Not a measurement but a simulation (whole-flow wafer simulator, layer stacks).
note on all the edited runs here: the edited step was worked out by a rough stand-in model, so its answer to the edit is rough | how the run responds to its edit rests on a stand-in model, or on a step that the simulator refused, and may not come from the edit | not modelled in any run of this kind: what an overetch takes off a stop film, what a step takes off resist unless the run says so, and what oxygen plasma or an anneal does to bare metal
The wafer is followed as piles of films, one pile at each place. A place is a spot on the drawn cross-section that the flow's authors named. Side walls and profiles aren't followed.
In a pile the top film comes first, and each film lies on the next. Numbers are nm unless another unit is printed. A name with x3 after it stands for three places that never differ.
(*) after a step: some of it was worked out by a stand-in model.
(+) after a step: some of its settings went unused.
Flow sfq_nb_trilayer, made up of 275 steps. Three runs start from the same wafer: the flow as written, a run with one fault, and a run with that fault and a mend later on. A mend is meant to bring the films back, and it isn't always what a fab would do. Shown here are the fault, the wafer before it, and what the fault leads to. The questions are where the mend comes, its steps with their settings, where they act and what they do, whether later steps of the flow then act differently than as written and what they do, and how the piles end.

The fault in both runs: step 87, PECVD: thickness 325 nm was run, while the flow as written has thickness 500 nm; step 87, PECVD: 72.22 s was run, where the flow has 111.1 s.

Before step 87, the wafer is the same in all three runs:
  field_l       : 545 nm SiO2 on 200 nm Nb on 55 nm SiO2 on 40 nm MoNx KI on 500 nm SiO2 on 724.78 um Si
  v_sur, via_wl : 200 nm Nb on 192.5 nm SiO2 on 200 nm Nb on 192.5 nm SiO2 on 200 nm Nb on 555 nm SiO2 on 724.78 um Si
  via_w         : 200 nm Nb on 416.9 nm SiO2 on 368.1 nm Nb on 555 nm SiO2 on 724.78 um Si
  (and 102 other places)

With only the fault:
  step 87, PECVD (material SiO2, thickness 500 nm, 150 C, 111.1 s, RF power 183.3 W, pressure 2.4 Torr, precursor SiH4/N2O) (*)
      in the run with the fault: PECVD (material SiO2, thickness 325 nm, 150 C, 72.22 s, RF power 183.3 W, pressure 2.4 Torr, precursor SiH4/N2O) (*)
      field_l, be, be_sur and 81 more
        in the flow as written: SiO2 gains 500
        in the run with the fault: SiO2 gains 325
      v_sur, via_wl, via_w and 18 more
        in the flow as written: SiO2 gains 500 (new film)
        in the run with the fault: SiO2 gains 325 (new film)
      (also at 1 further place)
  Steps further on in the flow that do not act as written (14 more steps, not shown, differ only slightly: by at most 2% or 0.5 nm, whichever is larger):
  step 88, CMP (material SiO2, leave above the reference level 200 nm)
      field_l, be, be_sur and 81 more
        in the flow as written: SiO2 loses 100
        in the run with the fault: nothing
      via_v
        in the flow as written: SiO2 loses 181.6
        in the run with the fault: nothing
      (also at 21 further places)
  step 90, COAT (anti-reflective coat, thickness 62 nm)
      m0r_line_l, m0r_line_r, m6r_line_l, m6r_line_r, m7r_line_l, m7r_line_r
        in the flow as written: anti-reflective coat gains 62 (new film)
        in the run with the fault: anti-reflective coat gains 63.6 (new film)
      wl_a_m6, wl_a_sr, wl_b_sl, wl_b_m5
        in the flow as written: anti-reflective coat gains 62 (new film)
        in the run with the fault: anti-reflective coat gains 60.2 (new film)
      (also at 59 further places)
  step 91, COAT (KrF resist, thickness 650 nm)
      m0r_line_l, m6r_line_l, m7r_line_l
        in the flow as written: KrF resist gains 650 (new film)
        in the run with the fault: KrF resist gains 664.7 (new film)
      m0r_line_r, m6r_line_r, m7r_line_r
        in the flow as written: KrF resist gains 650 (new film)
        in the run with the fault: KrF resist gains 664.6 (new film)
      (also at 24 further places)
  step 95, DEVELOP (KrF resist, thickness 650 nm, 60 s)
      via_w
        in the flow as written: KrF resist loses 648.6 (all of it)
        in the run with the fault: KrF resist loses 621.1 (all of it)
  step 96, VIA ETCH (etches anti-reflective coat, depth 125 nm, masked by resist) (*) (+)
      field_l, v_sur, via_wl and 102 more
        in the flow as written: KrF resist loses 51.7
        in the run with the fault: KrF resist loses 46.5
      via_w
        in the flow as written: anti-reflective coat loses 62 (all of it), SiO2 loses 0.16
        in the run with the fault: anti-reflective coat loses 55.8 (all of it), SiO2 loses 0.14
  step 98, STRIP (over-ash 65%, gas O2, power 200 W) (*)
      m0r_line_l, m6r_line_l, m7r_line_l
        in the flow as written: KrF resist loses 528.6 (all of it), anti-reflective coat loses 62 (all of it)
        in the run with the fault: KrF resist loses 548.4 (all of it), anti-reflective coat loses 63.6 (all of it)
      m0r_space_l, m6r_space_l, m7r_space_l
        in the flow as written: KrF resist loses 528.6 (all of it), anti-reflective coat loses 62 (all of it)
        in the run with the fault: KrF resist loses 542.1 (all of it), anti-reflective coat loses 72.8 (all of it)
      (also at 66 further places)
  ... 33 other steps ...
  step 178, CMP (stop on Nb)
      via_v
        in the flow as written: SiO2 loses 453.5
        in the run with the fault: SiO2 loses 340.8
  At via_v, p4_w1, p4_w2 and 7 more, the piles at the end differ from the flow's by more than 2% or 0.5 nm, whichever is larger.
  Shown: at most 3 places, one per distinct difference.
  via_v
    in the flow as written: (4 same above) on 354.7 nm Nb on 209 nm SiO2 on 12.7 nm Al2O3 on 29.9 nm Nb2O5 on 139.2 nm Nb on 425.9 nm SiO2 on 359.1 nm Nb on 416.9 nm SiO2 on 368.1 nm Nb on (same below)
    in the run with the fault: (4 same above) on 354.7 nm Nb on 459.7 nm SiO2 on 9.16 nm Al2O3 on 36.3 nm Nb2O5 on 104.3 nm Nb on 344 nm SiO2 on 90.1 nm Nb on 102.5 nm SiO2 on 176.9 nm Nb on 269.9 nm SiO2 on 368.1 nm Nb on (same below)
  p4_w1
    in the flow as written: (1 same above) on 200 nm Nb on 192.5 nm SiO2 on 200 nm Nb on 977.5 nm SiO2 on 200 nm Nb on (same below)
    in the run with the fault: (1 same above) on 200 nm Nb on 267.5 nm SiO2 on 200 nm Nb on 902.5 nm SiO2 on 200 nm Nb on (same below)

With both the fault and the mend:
  The mend follows step 87.
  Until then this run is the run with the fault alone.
  step 87a, PECVD (material SiO2, thickness 175 nm, 150 C, 38.89 s, RF power 183.3 W, pressure 2.4 Torr, precursor SiH4/N2O) (a further turn of the flow's step 87, with different settings)
      field_l, v_sur, via_wl and 102 more
        SiO2 gains 175
      via_v
        SiO2 gains 156
  Steps further on in the flow that do not act as written:
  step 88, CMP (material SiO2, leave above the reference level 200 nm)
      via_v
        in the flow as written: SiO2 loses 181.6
        in the run with the mend: SiO2 loses 8.99
  At every place that both follow, the piles at the end match the flow's.
